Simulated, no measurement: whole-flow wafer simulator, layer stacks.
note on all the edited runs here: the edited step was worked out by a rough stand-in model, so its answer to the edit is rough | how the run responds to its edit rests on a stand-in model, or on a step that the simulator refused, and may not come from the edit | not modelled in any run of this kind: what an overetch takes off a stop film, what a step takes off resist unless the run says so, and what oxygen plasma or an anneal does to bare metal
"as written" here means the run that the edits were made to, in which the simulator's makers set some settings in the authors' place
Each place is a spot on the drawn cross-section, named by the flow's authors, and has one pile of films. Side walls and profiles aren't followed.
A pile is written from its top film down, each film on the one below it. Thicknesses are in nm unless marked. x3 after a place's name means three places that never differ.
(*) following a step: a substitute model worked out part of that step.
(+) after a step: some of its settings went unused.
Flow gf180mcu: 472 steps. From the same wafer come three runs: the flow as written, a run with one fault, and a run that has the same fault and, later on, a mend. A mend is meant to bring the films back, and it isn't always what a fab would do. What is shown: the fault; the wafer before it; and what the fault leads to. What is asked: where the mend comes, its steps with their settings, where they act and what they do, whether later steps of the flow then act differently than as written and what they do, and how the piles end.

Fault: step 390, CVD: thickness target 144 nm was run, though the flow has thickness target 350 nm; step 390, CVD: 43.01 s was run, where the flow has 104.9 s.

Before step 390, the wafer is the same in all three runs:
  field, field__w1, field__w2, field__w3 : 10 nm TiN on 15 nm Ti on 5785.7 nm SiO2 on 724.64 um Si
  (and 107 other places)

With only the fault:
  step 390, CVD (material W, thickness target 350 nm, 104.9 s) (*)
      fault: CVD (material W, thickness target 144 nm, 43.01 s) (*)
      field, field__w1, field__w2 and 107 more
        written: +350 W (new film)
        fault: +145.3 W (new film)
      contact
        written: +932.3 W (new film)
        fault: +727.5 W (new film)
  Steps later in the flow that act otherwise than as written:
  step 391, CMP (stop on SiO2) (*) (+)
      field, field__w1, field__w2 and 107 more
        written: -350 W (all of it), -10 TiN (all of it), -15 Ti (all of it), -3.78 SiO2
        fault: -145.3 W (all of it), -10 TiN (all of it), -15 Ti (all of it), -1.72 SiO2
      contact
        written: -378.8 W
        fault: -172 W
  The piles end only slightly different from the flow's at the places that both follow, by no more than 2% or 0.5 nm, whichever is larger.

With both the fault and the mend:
  The mend stands after step 390.
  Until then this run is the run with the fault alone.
  step 390a, CVD (material W, thickness target 206 nm, 61.74 s) (the flow's step 390, run once more with other settings)
      field, field__w1, field__w2 and 108 more
        +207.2 W
  Later steps of the flow that are run all act as written at every place that is followed, up to a difference of at most 2% or 0.5 nm, whichever is larger.
  The piles end only slightly different from the flow's at the places that both follow, by no more than 2% or 0.5 nm, whichever is larger.
